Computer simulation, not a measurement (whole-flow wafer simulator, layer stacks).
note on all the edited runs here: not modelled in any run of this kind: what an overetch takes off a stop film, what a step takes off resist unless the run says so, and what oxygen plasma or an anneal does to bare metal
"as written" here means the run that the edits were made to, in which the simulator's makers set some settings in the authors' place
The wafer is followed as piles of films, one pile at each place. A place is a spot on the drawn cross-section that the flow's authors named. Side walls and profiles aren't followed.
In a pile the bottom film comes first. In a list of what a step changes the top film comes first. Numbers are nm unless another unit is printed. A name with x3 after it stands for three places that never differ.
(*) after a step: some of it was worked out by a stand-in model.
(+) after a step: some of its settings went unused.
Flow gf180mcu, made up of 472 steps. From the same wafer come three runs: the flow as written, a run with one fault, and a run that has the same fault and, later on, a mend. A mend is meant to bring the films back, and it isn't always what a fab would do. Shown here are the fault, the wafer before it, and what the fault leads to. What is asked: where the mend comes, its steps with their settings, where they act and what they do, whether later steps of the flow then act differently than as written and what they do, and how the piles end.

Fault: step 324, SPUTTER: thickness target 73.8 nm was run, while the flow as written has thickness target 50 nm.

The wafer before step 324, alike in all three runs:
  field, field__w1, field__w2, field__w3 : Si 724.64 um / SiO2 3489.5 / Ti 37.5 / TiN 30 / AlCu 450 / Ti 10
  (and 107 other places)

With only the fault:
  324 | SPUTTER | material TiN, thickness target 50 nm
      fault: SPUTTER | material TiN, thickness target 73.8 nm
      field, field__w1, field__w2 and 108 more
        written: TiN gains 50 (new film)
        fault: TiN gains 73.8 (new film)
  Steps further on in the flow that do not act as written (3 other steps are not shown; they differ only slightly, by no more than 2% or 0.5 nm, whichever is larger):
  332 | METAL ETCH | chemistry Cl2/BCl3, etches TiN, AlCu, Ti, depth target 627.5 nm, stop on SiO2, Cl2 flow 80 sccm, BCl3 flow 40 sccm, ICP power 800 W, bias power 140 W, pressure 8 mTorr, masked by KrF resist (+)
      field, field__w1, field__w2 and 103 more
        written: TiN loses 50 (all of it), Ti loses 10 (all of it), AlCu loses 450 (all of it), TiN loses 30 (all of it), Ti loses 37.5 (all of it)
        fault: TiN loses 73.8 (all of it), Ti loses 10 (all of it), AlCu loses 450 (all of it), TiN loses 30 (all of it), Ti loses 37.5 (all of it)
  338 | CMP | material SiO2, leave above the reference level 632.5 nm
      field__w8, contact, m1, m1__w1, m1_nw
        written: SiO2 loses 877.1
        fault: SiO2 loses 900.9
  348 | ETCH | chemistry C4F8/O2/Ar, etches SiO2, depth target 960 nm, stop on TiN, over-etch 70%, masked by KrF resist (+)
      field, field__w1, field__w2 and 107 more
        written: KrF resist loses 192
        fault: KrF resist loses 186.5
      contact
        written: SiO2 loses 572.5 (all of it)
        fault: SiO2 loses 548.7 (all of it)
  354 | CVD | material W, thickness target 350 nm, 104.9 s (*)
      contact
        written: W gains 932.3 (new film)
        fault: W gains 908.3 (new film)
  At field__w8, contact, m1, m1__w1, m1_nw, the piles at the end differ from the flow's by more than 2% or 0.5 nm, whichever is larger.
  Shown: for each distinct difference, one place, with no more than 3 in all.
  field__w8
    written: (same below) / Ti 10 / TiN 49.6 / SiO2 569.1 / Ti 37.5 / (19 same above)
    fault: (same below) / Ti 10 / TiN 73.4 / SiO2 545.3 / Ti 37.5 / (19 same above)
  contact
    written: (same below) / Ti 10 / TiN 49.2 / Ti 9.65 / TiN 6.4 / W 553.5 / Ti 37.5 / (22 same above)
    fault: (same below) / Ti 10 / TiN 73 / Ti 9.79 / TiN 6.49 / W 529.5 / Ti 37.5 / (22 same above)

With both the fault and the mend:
  The mend stands after step 324.
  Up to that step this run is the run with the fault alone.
  324a | METAL ETCH | chemistry Cl2/BCl3, etches TiN, AlCu, Ti, depth target 23.8 nm, Cl2 flow 80 sccm, BCl3 flow 40 sccm, ICP power 800 W, bias power 140 W, pressure 8 mTorr (the flow's step 260 again, with other settings)
      field, field__w1, field__w2 and 108 more
        TiN loses 23.8
  Later steps of the flow that are run all act as written at every place that is followed.
  At every place that both follow, the piles at the end match the flow's.
